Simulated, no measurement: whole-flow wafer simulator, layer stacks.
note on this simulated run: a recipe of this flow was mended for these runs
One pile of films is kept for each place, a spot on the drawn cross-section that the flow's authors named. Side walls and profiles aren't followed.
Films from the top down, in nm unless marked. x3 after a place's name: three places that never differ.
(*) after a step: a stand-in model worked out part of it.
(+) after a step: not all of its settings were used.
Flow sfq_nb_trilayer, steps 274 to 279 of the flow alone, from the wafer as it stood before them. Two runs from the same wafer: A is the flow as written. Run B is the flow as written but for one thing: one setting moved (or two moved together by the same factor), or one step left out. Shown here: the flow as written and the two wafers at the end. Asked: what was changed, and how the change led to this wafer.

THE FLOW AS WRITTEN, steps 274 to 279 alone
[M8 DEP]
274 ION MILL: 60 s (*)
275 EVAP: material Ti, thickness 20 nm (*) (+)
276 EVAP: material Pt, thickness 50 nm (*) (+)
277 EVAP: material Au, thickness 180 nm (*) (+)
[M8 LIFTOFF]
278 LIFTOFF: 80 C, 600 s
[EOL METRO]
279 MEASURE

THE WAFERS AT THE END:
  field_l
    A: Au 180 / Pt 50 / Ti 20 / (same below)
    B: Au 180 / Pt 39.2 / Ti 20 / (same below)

The cause: step 276, EVAP: thickness 39.2 nm was run, where the flow has thickness 50 nm.
It can be read off the wafer: field_l has Pt 39.2, and step 276 as written asks for 50 nm.

How the change led to this, step by step:
  276 EVAP: material Pt, thickness 50 nm (*) (+)
      field_l, v_sur x3, via_wl x2 and 100 more: A Pt +50 (new film) | B Pt +39.2 (new film)
  278 LIFTOFF: 80 C, 600 s
      p4_fl x5, p4_w1 x9, p3_s0 x11 and 49 more: A Au -180 (all of it), Pt -50 (all of it), Ti -20 (all of it), KrF-resist-other-grade -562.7 (all of it), lift-off-underlayer -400 (all of it) | B Au -180 (all of it), Pt -39.2 (all of it), Ti -20 (all of it), KrF-resist-other-grade -562.7 (all of it), lift-off-underlayer -400 (all of it)
      r_sur, res, r_end: A Au -180 (all of it), Pt -50 (all of it), Ti -20 (all of it), KrF-resist-other-grade -559.9 (all of it), lift-off-underlayer -399.5 (all of it) | B Au -180 (all of it), Pt -39.2 (all of it), Ti -20 (all of it), KrF-resist-other-grade -559.9 (all of it), lift-off-underlayer -399.5 (all of it)
      (and at 18 more places)
